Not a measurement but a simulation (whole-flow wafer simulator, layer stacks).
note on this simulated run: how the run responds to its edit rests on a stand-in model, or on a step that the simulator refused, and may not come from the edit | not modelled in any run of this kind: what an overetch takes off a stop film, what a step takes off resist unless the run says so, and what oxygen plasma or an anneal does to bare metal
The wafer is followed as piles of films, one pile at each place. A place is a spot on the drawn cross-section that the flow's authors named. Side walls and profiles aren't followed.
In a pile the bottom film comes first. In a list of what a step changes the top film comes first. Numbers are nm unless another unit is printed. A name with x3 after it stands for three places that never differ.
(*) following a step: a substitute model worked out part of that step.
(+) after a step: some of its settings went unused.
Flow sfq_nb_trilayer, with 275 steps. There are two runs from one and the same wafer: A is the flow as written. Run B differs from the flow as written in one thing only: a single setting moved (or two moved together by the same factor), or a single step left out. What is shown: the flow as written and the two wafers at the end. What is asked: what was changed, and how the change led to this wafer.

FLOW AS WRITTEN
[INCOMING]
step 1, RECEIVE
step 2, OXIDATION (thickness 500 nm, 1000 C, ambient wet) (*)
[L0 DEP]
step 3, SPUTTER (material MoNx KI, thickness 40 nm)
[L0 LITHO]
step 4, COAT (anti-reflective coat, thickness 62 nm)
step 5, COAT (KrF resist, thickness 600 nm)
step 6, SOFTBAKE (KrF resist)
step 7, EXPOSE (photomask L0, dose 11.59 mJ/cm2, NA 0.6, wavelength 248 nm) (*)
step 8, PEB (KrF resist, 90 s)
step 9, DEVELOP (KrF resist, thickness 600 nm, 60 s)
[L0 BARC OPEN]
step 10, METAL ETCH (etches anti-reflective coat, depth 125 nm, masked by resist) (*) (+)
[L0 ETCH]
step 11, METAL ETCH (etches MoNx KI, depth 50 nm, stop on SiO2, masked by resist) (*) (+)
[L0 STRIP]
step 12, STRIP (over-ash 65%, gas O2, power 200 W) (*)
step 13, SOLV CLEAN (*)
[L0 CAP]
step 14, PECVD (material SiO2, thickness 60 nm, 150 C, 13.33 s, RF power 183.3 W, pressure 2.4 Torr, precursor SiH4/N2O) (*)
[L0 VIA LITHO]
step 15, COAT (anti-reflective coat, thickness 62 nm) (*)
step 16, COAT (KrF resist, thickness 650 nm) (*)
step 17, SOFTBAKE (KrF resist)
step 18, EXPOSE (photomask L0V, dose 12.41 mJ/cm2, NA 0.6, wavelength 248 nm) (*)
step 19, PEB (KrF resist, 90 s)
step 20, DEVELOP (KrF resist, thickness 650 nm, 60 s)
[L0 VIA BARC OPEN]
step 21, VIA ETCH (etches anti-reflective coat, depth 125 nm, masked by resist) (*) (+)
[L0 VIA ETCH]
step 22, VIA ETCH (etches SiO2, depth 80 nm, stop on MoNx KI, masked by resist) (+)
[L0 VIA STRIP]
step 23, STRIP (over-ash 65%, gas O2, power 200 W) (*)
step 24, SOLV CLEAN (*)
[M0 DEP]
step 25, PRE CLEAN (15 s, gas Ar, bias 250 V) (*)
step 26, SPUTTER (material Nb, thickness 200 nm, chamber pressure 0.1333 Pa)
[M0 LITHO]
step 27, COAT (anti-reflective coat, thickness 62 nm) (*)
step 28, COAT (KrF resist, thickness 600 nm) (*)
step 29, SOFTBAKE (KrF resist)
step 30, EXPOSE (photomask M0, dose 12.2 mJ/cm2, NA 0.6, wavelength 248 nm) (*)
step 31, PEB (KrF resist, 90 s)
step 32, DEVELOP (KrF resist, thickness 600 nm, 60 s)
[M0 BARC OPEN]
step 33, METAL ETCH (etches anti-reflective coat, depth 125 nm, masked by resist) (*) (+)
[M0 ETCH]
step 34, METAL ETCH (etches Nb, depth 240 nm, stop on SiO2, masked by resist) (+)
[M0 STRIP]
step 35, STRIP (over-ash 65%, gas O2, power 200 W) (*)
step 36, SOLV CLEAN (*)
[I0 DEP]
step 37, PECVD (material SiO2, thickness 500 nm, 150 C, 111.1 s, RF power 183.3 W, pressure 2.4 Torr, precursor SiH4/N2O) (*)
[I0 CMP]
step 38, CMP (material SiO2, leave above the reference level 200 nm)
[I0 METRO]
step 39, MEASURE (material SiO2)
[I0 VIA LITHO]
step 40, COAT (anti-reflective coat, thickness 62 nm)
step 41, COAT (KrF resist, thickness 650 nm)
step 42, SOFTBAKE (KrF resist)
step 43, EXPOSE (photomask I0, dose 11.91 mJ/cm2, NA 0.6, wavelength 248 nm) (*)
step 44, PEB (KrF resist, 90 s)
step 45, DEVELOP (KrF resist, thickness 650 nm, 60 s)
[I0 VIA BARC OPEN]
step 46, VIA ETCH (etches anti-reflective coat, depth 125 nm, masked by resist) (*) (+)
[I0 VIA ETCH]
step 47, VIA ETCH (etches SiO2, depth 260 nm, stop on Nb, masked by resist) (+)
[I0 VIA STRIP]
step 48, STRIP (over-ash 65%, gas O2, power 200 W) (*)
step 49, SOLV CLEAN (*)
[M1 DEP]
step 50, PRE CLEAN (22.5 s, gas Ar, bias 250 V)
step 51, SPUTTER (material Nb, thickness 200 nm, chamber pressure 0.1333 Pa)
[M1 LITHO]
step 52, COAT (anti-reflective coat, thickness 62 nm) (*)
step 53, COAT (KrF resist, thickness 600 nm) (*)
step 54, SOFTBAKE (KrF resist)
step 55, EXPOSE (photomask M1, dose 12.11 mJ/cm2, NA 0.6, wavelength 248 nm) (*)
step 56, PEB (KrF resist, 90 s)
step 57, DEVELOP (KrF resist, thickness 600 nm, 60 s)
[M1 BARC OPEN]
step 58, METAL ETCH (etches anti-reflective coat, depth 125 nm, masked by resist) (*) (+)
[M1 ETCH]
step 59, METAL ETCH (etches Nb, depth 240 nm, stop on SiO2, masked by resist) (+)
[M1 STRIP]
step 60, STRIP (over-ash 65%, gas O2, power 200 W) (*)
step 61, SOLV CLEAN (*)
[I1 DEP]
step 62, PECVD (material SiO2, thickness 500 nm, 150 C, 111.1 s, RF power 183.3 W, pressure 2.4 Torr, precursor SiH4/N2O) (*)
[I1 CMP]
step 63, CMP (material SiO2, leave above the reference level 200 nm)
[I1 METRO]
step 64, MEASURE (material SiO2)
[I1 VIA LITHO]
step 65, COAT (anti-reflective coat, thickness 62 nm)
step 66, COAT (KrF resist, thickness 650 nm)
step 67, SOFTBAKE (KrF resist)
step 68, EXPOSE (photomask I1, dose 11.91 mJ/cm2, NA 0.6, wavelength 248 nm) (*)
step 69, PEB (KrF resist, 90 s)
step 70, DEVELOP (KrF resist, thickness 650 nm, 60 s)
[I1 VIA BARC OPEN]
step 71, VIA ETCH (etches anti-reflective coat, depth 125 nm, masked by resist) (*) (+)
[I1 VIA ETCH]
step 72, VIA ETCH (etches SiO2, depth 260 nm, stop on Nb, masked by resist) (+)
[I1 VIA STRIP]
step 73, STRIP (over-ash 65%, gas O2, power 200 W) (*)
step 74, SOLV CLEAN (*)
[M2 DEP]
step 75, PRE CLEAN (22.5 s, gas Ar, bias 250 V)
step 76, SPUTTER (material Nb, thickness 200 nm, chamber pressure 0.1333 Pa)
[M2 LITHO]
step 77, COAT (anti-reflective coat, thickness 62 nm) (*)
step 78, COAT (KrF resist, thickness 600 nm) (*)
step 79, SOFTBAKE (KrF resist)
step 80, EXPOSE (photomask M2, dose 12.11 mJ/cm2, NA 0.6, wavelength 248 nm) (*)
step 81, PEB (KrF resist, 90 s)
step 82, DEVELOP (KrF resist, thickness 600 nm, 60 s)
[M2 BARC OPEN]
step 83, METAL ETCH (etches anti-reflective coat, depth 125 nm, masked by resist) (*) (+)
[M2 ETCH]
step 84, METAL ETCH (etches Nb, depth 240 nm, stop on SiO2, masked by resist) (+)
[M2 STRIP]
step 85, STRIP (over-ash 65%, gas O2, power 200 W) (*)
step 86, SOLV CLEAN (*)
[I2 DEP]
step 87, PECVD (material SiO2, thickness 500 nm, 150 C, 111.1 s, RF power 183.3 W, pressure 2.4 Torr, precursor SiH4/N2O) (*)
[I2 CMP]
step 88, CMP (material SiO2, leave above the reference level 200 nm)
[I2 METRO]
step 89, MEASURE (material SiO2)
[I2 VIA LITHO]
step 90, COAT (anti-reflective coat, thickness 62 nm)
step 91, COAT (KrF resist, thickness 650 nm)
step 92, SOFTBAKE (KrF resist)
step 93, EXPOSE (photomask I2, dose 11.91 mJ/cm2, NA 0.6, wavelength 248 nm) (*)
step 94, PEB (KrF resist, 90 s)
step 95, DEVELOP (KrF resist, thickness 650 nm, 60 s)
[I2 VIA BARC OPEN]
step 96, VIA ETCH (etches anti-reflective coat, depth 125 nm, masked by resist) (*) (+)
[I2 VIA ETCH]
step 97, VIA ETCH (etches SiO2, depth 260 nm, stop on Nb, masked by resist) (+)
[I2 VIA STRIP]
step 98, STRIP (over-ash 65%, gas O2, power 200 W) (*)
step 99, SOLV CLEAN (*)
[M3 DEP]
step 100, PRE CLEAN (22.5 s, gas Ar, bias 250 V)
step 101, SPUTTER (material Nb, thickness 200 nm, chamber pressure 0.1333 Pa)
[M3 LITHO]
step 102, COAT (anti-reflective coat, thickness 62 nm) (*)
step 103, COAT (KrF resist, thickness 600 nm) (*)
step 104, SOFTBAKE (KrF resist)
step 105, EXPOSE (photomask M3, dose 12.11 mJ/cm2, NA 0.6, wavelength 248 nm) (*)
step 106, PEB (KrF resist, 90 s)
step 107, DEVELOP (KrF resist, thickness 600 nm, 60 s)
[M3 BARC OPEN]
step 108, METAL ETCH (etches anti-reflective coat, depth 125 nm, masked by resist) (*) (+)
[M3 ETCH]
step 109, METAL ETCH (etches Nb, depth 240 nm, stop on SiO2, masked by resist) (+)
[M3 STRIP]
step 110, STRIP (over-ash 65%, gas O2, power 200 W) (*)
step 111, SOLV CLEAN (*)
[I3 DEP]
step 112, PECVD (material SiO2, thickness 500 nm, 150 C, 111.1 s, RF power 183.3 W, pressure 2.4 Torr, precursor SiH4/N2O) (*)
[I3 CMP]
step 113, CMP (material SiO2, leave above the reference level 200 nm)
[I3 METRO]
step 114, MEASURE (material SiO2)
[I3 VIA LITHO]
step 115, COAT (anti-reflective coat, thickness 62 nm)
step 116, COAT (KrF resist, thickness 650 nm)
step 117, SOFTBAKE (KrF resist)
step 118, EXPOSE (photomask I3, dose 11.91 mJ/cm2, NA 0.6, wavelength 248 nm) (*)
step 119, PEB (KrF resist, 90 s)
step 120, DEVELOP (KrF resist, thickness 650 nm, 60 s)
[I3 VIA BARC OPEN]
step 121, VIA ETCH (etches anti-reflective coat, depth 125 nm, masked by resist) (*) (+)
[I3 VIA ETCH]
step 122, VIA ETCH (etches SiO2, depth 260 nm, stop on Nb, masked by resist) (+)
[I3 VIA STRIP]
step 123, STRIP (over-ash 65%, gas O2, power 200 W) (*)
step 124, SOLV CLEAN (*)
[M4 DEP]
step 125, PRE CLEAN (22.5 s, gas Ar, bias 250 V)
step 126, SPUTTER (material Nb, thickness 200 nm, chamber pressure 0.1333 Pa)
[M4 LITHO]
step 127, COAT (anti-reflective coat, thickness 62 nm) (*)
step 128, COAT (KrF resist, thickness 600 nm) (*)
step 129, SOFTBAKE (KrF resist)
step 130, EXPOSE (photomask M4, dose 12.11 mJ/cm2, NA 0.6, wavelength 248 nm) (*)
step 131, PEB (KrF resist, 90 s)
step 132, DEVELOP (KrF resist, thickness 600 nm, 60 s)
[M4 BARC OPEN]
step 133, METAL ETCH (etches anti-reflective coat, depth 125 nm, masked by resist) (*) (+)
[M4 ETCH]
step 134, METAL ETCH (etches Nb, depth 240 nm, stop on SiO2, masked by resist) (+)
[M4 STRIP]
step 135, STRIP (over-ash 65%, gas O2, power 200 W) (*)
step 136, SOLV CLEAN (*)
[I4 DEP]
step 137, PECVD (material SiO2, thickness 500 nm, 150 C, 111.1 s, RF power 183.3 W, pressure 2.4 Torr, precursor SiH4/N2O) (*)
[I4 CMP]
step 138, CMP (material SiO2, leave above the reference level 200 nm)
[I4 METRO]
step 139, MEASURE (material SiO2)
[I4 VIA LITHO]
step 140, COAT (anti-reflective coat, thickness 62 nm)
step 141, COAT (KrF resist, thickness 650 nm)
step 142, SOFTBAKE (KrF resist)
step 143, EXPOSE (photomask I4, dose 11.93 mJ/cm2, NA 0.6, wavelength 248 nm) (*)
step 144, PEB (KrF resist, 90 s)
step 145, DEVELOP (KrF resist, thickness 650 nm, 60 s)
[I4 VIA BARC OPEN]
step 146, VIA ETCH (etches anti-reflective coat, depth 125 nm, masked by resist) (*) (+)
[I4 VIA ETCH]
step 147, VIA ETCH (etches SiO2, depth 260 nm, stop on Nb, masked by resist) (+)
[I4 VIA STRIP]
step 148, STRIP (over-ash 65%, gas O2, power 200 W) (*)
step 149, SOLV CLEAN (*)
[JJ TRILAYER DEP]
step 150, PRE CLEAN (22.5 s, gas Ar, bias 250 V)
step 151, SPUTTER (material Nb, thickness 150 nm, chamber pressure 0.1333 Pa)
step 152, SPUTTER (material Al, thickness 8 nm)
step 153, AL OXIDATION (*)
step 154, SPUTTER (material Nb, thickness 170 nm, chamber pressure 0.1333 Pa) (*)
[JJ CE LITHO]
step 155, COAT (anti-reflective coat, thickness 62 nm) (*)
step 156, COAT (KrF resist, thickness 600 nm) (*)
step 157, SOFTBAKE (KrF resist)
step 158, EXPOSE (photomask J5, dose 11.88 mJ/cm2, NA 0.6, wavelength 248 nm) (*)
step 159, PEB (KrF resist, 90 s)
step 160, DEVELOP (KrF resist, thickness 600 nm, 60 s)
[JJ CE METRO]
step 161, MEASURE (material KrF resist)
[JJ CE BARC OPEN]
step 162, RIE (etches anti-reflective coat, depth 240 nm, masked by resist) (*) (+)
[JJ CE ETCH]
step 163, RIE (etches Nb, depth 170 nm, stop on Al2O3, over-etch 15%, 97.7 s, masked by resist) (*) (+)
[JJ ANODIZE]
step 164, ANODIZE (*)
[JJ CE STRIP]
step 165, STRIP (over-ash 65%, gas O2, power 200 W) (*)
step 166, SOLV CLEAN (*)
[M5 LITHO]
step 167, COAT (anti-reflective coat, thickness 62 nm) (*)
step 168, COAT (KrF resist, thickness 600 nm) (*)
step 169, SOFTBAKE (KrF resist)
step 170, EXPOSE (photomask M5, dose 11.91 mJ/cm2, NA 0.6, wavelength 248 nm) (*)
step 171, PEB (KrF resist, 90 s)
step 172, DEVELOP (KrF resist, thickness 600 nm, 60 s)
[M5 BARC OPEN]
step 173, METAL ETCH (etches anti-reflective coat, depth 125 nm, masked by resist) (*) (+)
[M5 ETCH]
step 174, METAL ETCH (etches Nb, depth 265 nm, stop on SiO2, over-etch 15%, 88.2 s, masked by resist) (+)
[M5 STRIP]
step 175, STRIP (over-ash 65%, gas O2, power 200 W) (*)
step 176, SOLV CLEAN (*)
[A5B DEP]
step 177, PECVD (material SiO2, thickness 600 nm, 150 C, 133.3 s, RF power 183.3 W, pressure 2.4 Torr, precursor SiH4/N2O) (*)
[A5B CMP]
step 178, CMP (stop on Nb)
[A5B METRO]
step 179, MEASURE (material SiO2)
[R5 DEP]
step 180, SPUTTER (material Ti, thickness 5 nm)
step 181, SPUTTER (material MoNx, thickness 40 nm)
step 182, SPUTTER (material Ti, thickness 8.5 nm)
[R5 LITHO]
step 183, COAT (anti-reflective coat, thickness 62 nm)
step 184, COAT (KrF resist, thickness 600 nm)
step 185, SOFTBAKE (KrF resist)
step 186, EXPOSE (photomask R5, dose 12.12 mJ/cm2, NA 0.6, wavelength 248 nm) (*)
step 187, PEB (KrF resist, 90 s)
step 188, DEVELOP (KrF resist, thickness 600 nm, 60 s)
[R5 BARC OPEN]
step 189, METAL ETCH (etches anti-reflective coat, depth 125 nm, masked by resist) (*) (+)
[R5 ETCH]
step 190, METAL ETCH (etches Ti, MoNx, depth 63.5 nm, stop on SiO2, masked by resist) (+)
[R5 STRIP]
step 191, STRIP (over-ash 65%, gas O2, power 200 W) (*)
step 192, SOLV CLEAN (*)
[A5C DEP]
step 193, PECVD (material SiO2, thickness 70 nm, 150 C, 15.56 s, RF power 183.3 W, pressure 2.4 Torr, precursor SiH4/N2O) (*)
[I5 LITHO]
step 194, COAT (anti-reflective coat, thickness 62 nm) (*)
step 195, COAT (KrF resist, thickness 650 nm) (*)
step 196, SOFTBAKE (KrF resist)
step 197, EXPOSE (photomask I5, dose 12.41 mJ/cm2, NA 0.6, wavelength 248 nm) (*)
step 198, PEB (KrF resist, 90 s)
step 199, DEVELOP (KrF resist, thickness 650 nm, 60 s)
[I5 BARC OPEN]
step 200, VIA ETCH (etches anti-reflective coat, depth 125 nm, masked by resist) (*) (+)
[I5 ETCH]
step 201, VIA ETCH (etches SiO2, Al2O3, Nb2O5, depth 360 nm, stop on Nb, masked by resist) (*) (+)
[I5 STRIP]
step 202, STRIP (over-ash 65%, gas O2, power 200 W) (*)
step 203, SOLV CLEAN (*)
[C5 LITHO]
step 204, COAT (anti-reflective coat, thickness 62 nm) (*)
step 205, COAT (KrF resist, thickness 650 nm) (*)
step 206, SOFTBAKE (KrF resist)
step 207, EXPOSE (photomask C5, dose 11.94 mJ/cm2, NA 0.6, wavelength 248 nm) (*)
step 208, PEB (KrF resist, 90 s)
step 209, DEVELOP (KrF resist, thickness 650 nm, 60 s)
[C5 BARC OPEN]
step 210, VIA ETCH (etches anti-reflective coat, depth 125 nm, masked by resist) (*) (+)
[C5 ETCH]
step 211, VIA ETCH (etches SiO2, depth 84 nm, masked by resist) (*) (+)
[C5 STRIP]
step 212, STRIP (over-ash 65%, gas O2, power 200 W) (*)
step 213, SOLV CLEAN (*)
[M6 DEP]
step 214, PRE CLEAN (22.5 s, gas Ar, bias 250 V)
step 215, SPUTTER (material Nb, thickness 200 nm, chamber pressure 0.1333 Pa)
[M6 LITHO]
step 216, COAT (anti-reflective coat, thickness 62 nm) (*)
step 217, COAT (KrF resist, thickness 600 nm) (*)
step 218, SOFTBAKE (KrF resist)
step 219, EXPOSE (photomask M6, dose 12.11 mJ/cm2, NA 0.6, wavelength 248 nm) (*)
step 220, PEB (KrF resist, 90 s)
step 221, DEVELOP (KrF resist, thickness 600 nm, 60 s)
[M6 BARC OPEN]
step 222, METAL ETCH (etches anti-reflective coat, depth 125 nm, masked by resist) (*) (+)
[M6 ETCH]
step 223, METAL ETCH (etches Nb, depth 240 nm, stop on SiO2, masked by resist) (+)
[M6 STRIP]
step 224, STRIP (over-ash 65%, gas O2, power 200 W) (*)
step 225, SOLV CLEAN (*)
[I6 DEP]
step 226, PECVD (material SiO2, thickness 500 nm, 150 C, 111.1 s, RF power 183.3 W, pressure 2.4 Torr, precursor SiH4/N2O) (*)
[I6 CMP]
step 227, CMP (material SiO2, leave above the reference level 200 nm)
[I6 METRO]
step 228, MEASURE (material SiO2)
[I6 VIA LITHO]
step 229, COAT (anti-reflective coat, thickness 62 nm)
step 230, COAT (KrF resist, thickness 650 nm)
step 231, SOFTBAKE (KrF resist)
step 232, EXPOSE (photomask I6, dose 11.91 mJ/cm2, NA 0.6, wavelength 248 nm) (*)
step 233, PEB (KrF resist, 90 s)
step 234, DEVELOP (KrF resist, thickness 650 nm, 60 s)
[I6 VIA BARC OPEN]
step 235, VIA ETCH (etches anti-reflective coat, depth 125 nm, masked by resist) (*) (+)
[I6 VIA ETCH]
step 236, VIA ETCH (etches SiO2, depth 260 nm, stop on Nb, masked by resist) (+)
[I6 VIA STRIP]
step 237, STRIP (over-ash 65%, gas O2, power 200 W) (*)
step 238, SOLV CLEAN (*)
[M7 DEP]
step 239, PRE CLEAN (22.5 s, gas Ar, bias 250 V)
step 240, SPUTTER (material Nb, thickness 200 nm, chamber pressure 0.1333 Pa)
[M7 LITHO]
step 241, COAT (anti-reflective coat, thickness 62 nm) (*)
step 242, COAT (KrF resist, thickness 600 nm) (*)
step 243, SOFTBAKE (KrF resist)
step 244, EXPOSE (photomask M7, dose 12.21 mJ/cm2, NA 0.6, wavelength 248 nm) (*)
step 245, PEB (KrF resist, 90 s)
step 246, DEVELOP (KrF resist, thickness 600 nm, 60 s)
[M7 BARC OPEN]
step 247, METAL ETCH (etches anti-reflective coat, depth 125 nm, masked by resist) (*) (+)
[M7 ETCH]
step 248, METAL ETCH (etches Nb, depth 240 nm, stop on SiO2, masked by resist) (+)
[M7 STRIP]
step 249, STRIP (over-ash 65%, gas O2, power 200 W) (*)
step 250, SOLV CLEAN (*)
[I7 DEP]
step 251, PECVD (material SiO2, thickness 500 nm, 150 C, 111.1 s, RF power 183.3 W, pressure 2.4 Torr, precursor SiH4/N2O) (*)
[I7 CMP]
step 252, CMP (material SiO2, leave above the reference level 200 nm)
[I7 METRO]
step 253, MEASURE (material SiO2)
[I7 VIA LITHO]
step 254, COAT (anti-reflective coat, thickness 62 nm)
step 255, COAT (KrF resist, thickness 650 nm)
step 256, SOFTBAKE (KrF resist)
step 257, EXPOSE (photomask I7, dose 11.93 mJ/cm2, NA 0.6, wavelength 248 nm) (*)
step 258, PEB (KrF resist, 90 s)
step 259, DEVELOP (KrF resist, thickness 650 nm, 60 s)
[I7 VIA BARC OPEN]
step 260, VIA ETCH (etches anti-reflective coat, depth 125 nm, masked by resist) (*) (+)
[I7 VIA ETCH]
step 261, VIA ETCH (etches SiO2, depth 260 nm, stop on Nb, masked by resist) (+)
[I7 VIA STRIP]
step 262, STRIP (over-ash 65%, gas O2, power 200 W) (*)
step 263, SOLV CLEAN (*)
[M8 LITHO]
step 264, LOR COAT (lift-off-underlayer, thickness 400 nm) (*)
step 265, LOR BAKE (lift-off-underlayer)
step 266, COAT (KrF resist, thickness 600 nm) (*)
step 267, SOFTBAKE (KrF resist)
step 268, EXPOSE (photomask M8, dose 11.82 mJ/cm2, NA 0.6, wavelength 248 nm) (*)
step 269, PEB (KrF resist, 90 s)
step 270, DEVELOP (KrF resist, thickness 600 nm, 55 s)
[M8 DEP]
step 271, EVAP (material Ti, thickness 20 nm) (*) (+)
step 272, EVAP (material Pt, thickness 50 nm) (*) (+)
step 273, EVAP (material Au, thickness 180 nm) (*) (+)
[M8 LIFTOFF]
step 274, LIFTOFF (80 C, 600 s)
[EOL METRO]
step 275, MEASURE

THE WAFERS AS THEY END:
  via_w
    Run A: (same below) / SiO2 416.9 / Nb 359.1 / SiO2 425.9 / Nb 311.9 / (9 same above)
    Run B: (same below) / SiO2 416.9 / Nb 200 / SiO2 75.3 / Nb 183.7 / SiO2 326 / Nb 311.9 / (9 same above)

What caused this: step 97, VIA ETCH: depth 117 nm was run, though the flow has depth 260 nm.

The path from the change to this, step by step:
  step 97, VIA ETCH (etches SiO2, depth 260 nm, stop on Nb, masked by resist) (+)
      via_w: A SiO2 loses 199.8 (all of it) | B SiO2 loses 117
      field_l, v_sur, via_wl and 102 more: A KrF resist loses 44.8 | B KrF resist loses 20.2
  step 98, STRIP (over-ash 65%, gas O2, power 200 W) (*)
      field_l, v_sur, via_wl and 102 more: A KrF resist loses 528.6 (all of it), anti-reflective coat loses 62 (all of it) | B KrF resist loses 553.3 (all of it), anti-reflective coat loses 62 (all of it)
  step 100, PRE CLEAN (22.5 s, gas Ar, bias 250 V)
      via_w: A Nb loses 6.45 | B SiO2 loses 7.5
  step 101, SPUTTER (material Nb, thickness 200 nm, chamber pressure 0.1333 Pa)
      via_w: A Nb gains 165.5 | B Nb gains 183.7 (new film)
  step 102, COAT (anti-reflective coat, thickness 62 nm) (*)
      via_wl: A anti-reflective coat gains 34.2 (new film) | B anti-reflective coat gains 38.8 (new film)
      via_w: A anti-reflective coat gains 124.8 (new film) | B anti-reflective coat gains 105.9 (new film)
      (as well as at 1 more place)
  step 103, COAT (KrF resist, thickness 600 nm) (*)
      via_w: A KrF resist gains 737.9 (new film) | B KrF resist gains 670.4 (new film)
  step 110, STRIP (over-ash 65%, gas O2, power 200 W) (*)
      v_sur: A KrF resist loses 365.3 (all of it), anti-reflective coat loses 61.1 (all of it) | B KrF resist loses 372.8 (all of it), anti-reflective coat loses 60.7 (all of it)
      via_wl: A KrF resist loses 384.2 (all of it), anti-reflective coat loses 34.2 (all of it) | B KrF resist loses 390.1 (all of it), anti-reflective coat loses 38.8 (all of it)
      (as well as at 2 more places)
  step 112, PECVD (material SiO2, thickness 500 nm, 150 C, 111.1 s, RF power 183.3 W, pressure 2.4 Torr, precursor SiH4/N2O) (*)
      via_w: A SiO2 gains 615 (new film) | B SiO2 gains 500 (new film)
  step 113, CMP (material SiO2, leave above the reference level 200 nm)
      via_w: A SiO2 loses 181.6 | B SiO2 loses 166.5
If metal films that touch count as one body, via_w has 6 bodies (between them, from the top down: SiO2 192.5; SiO2 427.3 / Al2O3 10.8 / Nb2O5 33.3; SiO2 326; SiO2 75.3; SiO2 416.9); the flow as written gives 5 bodies (between them, from the top down: SiO2 192.5; SiO2 427.3 / Al2O3 10.8 / Nb2O5 33.3; SiO2 425.9; SiO2 416.9).
